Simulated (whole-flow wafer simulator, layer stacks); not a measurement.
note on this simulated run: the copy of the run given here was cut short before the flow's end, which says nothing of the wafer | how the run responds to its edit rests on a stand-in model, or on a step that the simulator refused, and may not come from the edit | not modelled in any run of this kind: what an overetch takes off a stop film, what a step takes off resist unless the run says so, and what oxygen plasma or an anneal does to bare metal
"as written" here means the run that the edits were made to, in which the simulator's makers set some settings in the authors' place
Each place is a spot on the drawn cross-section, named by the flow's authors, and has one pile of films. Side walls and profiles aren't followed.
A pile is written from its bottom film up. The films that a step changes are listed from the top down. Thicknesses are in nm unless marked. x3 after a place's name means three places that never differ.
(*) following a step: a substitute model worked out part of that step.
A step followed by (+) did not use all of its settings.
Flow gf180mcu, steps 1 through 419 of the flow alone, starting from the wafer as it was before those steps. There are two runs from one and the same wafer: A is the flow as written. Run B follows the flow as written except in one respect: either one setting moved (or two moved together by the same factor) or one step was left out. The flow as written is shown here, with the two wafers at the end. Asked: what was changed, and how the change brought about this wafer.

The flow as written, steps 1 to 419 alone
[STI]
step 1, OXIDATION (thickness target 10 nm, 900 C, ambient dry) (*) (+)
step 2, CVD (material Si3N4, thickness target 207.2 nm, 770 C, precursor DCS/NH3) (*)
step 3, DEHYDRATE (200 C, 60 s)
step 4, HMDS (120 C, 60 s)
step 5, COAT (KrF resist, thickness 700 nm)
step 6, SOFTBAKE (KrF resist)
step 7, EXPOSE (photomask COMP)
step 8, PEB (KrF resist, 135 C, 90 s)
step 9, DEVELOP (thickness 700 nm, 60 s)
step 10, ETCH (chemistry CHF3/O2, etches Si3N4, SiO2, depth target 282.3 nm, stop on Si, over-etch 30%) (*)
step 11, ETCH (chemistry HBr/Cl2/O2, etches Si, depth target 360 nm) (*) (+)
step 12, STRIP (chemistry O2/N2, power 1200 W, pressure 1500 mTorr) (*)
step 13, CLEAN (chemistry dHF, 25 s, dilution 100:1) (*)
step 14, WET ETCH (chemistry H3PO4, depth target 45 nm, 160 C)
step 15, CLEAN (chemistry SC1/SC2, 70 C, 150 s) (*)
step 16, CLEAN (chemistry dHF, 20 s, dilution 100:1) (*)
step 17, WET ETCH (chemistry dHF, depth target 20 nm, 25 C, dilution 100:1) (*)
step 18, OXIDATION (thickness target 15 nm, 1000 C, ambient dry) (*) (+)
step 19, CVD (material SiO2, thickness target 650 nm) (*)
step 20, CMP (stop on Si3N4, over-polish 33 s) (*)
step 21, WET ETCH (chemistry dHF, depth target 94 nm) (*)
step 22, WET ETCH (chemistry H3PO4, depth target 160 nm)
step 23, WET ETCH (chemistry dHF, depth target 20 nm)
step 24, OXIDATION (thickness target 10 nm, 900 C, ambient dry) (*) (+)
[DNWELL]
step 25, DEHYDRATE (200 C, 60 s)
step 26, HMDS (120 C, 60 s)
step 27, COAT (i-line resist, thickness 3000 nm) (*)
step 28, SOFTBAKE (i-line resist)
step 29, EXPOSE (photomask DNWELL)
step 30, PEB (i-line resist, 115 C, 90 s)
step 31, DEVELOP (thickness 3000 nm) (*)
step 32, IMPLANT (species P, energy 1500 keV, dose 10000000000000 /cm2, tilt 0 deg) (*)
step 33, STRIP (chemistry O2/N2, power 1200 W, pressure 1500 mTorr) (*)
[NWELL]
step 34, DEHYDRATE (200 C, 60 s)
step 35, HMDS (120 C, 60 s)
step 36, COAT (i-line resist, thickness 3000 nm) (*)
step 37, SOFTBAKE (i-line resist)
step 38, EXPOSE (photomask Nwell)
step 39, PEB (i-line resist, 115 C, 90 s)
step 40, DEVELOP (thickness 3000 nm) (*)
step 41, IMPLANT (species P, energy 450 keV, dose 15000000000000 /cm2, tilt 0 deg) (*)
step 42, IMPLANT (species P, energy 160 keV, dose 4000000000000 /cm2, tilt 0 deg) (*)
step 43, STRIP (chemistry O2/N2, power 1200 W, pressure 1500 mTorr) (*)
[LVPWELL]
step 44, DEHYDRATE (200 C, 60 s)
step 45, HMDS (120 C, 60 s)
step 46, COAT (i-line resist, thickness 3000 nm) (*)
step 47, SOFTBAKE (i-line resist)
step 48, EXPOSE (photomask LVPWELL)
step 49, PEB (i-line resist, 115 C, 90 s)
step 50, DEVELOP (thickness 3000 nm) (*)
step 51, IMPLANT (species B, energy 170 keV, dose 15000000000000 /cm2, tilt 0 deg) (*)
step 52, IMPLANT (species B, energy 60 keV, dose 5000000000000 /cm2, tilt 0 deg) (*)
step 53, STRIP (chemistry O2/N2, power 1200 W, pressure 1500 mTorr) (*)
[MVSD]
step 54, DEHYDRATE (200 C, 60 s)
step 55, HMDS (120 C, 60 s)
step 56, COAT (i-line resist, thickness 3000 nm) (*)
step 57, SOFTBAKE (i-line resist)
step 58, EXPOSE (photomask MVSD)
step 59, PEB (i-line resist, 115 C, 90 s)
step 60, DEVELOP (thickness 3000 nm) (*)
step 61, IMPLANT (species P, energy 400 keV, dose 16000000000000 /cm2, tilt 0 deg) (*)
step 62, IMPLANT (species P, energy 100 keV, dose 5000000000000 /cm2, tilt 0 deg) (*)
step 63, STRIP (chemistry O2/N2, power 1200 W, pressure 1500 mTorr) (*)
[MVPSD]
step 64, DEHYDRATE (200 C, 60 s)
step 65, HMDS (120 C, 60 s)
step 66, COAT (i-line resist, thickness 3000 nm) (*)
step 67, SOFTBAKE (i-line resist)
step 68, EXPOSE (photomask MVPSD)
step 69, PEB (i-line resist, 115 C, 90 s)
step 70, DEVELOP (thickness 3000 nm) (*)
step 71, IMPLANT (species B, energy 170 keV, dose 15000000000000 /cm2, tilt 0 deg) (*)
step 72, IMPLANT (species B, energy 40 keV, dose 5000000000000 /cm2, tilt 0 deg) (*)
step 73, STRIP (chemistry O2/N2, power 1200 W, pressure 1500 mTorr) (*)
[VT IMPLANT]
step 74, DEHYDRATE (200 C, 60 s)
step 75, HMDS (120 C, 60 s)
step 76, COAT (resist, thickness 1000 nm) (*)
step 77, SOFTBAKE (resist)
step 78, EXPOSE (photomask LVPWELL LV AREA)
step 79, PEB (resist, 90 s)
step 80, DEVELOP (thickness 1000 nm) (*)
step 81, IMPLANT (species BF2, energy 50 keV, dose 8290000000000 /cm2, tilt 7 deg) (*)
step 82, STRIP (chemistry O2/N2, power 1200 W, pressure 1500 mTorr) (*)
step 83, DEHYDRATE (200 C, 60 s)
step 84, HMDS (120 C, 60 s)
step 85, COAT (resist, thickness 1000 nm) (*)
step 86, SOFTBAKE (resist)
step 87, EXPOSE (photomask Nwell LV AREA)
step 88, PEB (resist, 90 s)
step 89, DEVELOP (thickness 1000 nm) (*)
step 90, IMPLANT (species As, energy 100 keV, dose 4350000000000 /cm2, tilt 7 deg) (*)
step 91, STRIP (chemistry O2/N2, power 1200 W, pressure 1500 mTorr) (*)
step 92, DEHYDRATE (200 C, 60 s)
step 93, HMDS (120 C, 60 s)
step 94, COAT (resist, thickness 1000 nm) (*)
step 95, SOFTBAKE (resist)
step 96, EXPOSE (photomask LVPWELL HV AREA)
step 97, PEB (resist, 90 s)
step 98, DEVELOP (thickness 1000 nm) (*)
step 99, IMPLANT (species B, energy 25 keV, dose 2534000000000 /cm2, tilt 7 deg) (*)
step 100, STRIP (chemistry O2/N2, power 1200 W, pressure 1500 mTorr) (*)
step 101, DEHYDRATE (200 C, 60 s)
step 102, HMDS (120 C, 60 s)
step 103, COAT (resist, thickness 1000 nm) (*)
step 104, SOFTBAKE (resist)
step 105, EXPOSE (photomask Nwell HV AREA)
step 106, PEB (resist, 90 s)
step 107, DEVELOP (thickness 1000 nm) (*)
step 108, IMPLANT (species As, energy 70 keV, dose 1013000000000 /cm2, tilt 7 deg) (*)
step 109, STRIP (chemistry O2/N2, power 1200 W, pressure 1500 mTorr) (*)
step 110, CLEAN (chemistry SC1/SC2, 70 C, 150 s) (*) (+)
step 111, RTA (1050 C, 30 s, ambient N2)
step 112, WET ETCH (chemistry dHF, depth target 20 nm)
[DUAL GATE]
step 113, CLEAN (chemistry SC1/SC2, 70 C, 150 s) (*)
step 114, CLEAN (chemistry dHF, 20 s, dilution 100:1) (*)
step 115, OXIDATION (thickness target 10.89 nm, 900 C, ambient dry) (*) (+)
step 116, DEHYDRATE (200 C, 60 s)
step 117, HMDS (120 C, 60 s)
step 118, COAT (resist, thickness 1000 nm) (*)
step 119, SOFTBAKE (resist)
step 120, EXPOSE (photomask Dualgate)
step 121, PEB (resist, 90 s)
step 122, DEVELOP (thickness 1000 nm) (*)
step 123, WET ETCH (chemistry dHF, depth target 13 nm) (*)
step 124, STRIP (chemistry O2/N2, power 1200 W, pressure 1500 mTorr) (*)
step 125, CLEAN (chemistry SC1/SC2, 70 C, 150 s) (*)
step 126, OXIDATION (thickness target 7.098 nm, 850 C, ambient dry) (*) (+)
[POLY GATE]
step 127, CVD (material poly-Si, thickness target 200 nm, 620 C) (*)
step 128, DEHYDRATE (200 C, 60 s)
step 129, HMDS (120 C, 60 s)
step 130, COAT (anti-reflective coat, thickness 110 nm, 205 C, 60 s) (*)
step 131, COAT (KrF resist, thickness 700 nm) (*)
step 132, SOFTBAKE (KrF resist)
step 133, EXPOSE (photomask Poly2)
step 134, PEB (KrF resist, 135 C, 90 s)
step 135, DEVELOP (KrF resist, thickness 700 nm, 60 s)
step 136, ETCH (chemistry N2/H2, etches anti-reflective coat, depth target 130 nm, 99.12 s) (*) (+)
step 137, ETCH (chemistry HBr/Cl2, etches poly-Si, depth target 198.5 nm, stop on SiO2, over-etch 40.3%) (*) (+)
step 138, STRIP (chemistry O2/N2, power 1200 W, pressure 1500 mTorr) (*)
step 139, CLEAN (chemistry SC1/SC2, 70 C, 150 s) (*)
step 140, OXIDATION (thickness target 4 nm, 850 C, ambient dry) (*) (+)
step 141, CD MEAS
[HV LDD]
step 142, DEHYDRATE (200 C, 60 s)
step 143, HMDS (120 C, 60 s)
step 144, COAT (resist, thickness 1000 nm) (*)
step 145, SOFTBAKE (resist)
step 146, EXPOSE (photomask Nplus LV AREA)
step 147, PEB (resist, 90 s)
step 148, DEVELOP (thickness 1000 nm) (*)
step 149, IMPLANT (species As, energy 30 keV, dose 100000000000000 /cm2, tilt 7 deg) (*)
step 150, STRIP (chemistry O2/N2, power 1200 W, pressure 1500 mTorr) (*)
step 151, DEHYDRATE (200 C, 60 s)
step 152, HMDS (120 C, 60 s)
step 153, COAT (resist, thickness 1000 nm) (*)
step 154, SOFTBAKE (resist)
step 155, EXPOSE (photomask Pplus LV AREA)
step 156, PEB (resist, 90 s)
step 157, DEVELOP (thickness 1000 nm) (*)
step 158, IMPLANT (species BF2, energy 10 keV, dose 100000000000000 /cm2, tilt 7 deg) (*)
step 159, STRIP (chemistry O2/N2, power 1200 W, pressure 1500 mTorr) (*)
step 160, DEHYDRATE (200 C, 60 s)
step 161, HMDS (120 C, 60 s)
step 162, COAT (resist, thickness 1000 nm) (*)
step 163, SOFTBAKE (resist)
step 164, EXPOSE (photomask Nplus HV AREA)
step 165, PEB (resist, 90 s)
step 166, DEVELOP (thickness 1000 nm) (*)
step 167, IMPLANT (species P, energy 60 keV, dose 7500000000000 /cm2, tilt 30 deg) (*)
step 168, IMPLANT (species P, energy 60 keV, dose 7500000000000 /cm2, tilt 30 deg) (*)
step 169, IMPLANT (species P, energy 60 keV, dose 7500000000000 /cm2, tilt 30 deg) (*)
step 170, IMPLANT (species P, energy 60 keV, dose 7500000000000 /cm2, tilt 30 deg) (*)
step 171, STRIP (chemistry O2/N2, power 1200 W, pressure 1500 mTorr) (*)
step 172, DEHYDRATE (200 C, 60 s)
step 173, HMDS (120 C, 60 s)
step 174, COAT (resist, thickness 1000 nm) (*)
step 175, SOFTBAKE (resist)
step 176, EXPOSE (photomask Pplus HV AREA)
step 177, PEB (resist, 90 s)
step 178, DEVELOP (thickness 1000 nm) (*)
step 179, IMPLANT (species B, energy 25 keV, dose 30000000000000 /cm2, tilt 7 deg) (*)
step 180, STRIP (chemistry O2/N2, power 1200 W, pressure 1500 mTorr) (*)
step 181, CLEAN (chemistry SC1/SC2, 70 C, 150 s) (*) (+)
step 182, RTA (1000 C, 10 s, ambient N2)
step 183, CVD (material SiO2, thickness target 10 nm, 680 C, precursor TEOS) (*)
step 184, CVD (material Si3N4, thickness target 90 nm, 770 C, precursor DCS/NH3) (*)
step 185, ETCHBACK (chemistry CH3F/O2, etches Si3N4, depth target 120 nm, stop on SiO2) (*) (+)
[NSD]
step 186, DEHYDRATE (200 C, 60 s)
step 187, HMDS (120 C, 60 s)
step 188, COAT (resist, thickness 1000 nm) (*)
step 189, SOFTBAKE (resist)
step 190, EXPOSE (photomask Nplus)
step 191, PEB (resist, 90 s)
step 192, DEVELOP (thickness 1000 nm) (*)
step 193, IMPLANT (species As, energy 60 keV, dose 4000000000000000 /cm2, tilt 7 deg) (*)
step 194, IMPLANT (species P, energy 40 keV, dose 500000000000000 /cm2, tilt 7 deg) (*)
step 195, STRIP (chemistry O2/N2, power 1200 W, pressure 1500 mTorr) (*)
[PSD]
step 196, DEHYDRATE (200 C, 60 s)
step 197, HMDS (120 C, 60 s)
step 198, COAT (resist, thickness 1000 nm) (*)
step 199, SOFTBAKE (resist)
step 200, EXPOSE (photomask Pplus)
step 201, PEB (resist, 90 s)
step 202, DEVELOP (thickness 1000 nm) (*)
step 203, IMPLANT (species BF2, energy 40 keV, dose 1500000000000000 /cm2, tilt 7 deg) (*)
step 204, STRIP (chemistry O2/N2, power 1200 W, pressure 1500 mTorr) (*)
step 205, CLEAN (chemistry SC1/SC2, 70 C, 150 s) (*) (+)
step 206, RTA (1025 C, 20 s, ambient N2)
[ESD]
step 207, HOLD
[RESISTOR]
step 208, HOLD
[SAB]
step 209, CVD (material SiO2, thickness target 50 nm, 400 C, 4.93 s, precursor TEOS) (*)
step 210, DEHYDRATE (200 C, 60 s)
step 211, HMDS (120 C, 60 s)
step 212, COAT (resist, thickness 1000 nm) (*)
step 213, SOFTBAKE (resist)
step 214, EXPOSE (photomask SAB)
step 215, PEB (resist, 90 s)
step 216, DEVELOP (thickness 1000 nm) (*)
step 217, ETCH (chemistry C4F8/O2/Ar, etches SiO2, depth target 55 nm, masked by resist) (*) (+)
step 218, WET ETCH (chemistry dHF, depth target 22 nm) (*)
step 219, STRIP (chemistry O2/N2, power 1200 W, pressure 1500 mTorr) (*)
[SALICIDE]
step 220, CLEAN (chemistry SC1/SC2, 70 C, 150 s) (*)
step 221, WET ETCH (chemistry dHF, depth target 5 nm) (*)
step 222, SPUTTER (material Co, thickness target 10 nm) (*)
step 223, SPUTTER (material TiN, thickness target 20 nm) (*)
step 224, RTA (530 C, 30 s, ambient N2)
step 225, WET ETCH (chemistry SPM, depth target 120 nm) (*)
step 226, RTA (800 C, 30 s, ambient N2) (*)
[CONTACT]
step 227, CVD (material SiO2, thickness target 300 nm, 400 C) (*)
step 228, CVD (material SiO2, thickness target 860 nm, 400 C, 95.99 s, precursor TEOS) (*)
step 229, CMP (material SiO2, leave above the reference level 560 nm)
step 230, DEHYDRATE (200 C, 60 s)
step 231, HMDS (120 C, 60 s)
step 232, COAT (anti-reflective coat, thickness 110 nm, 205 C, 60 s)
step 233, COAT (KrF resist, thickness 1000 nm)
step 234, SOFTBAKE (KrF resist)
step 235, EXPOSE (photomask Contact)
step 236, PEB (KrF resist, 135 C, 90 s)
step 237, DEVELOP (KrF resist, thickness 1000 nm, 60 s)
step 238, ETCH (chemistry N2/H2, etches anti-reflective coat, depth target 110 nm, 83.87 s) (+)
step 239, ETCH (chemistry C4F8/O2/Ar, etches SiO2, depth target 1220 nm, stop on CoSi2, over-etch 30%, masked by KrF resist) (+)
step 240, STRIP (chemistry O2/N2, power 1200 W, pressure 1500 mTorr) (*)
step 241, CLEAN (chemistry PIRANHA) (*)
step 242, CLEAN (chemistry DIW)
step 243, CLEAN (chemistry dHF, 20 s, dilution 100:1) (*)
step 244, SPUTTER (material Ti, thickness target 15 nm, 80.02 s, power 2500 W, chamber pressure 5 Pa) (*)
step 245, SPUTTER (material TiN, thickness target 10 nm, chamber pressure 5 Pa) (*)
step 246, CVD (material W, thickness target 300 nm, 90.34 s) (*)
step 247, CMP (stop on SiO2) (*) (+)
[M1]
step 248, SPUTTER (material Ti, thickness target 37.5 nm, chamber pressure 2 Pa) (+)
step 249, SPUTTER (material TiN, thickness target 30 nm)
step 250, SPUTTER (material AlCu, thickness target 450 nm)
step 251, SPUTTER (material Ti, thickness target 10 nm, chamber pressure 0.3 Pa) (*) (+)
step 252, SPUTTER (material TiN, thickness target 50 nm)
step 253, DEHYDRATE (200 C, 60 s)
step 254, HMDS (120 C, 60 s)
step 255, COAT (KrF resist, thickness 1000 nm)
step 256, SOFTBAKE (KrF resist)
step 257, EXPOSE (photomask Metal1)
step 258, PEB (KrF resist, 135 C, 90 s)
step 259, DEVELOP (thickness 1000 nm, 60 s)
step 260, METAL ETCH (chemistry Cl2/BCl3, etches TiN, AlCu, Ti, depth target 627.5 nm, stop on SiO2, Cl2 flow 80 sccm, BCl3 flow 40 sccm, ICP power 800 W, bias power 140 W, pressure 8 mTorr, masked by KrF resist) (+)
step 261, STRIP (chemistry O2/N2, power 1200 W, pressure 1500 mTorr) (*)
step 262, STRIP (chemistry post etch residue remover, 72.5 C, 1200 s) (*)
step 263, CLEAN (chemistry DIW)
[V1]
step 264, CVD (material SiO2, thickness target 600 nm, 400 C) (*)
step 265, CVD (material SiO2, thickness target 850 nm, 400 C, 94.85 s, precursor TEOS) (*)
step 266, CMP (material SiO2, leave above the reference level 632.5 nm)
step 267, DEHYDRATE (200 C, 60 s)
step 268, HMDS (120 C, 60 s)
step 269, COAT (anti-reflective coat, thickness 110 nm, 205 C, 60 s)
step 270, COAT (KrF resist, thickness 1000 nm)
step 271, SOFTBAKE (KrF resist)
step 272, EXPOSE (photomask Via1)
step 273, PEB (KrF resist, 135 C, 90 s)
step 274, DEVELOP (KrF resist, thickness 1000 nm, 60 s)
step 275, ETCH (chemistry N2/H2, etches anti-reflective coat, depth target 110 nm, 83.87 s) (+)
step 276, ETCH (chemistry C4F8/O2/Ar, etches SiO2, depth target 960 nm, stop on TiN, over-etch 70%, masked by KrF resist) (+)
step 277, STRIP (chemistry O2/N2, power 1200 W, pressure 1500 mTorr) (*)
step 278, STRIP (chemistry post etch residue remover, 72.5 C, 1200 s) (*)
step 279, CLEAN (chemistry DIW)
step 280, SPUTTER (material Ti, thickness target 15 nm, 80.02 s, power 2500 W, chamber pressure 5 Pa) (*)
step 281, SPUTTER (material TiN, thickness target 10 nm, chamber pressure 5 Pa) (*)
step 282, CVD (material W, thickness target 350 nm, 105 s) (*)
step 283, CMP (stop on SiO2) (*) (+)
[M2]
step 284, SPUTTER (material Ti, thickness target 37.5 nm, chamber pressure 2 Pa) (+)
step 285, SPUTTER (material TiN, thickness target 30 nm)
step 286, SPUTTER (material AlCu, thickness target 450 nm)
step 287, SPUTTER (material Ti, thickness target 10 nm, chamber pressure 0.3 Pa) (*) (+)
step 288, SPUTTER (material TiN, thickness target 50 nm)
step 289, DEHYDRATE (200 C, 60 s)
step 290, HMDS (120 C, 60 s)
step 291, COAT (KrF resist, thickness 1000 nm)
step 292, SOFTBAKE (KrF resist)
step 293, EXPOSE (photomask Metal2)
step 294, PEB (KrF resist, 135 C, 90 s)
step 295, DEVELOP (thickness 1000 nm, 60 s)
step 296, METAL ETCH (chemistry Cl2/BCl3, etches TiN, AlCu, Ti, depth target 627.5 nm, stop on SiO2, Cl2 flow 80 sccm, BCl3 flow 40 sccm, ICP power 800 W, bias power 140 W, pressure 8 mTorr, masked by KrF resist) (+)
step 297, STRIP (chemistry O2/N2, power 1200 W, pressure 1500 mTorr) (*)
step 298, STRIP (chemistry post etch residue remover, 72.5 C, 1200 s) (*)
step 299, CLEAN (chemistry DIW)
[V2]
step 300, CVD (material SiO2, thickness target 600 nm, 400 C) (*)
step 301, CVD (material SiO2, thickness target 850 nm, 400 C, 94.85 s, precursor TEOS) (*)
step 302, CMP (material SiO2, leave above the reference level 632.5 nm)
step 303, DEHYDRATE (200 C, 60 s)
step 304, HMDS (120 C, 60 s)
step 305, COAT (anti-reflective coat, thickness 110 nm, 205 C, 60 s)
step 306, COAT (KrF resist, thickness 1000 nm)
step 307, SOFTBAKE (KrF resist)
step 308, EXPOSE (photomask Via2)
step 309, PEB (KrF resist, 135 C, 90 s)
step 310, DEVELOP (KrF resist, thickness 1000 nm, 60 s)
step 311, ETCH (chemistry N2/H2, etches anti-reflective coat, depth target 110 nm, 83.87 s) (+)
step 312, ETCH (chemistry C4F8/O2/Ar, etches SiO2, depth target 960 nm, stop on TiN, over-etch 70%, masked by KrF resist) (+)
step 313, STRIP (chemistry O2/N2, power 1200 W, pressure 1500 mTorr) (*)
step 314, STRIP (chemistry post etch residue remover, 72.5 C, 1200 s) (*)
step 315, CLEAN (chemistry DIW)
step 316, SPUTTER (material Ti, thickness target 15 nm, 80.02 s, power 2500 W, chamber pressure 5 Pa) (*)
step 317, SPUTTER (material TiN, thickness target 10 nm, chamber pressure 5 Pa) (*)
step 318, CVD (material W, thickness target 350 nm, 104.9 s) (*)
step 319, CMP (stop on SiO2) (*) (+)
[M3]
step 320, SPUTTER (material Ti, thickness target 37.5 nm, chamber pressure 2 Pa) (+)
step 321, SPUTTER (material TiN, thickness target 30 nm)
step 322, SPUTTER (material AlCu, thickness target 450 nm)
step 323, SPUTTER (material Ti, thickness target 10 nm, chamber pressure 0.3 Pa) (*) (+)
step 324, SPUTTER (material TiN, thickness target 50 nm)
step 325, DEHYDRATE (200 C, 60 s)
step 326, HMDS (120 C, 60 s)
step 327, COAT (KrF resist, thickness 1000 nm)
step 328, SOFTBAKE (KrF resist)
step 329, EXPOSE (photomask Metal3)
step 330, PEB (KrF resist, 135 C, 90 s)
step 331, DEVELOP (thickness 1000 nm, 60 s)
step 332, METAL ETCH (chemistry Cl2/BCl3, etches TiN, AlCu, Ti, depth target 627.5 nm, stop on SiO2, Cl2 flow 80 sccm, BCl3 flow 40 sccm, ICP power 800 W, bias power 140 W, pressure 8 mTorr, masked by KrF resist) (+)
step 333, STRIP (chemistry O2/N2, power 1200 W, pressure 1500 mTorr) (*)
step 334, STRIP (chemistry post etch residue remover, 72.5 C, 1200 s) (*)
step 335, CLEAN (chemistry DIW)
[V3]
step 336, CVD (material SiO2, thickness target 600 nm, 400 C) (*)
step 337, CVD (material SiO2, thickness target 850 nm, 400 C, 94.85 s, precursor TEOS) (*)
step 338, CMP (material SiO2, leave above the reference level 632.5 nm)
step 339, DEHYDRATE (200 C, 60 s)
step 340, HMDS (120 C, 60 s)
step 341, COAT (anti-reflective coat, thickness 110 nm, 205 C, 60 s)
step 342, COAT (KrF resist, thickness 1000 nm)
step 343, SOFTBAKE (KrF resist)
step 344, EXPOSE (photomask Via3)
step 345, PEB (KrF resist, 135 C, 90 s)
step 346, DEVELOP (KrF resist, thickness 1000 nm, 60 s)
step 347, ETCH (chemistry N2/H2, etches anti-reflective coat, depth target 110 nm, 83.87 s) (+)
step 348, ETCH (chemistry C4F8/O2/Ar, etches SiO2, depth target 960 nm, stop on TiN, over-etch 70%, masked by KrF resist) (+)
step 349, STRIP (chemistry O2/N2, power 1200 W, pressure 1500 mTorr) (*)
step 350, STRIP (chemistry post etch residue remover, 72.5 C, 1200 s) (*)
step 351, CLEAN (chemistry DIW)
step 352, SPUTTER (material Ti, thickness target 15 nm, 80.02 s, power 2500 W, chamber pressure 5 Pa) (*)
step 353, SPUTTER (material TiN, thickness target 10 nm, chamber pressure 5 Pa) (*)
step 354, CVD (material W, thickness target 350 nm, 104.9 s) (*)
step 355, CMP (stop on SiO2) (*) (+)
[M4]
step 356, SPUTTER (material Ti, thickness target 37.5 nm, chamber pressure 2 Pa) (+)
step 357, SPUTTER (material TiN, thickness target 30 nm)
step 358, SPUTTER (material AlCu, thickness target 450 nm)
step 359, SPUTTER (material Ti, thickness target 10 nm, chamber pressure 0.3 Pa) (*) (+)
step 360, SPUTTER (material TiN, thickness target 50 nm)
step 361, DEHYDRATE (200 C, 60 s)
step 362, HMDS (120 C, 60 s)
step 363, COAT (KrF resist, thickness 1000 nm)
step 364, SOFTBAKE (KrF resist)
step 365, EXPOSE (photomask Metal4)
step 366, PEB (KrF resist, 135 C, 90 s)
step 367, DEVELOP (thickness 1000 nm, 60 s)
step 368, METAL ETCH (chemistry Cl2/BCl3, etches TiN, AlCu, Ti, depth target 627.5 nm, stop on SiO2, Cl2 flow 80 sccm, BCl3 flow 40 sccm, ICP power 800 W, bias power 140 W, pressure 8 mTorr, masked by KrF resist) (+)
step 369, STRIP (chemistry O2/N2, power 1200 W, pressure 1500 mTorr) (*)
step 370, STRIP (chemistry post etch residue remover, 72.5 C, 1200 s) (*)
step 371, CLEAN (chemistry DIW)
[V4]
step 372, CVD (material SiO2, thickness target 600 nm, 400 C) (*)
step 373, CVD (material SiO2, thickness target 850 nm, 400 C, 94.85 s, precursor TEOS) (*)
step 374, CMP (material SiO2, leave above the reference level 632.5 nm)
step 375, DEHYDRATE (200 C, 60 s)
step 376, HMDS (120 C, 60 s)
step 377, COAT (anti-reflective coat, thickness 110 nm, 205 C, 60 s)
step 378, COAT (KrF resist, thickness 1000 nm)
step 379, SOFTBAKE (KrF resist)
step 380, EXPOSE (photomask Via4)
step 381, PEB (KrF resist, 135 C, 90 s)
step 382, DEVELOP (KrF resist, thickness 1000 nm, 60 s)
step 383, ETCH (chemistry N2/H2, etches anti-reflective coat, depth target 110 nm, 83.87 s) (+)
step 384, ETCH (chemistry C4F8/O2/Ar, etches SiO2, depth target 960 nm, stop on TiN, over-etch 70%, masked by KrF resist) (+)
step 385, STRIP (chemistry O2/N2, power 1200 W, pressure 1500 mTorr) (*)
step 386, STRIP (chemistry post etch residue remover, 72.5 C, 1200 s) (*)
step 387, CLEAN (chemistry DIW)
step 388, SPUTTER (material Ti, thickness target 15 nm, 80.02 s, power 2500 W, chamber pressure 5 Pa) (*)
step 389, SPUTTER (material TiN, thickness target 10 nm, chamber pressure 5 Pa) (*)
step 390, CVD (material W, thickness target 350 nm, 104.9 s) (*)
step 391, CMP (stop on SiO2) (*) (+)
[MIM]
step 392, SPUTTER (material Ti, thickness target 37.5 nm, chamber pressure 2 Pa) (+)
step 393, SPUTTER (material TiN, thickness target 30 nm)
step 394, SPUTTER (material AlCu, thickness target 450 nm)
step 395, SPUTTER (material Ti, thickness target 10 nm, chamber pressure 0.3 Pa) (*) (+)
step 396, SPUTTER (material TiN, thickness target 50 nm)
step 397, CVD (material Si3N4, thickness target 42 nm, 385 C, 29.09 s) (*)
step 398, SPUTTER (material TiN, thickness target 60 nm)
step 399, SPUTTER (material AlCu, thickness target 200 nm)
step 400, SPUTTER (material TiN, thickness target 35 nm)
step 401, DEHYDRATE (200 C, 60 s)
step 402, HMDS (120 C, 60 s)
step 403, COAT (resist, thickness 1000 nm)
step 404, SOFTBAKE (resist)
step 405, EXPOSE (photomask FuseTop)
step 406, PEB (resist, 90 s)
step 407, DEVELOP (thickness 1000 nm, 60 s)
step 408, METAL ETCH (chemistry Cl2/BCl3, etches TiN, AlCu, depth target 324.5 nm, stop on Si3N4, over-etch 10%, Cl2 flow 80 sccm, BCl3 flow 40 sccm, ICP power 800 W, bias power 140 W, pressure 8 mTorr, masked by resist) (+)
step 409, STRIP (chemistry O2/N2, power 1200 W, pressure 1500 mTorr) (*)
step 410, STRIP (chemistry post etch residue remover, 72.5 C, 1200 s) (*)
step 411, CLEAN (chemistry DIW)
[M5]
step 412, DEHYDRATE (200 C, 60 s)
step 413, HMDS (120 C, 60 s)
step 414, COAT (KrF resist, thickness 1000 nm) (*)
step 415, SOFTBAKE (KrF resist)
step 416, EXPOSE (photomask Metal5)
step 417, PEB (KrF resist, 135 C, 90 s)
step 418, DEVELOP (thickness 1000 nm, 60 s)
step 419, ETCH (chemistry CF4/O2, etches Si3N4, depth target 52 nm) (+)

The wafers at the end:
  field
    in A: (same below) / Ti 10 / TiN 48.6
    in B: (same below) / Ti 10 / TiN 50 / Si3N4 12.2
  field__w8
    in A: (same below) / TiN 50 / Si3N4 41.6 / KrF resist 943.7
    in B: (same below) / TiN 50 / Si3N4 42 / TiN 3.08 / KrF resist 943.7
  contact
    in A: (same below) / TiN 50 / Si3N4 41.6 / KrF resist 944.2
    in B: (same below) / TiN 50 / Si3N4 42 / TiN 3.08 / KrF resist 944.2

The reason: step 398, SPUTTER: thickness target 93 nm was run, though the flow has thickness target 60 nm.

How this came from the change, step by step:
  step 398, SPUTTER (material TiN, thickness target 60 nm)
      field, field__w1, field__w2 and 108 more: A TiN gains 60 (new film) | B TiN gains 93 (new film)
  step 408, METAL ETCH (chemistry Cl2/BCl3, etches TiN, AlCu, depth target 324.5 nm, stop on Si3N4, over-etch 10%, Cl2 flow 80 sccm, BCl3 flow 40 sccm, ICP power 800 W, bias power 140 W, pressure 8 mTorr, masked by resist) (+)
      field, field__w1, field__w2 and 107 more: A TiN loses 35 (all of it), AlCu loses 200 (all of it), TiN loses 60 (all of it) | B TiN loses 35 (all of it), AlCu loses 200 (all of it), TiN loses 89.5
  step 414, COAT (KrF resist, thickness 1000 nm) (*)
      mim: A KrF resist gains 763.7 (new film) | B KrF resist gains 741.4 (new film)
  step 419, ETCH (chemistry CF4/O2, etches Si3N4, depth target 52 nm) (+)
      field, field__w1, field__w2 and 101 more: A Si3N4 loses 41.6 (all of it), TiN loses 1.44 | B TiN loses 3.08 (all of it), Si3N4 loses 29.8
Taking metal films that touch as one body, field__w8 has 6 bodies (between them, from the top down: Si3N4 42; SiO2 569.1; SiO2 569.1; SiO2 569.1; SiO2 569.1); the flow as written gives 5 bodies (between them, from the top down: SiO2 569.1; SiO2 569.1; SiO2 569.1; SiO2 569.1).
Taking metal films that touch as one body, contact has 2 bodies (between them, from the top down: Si3N4 42); the flow as written gives 1 body.
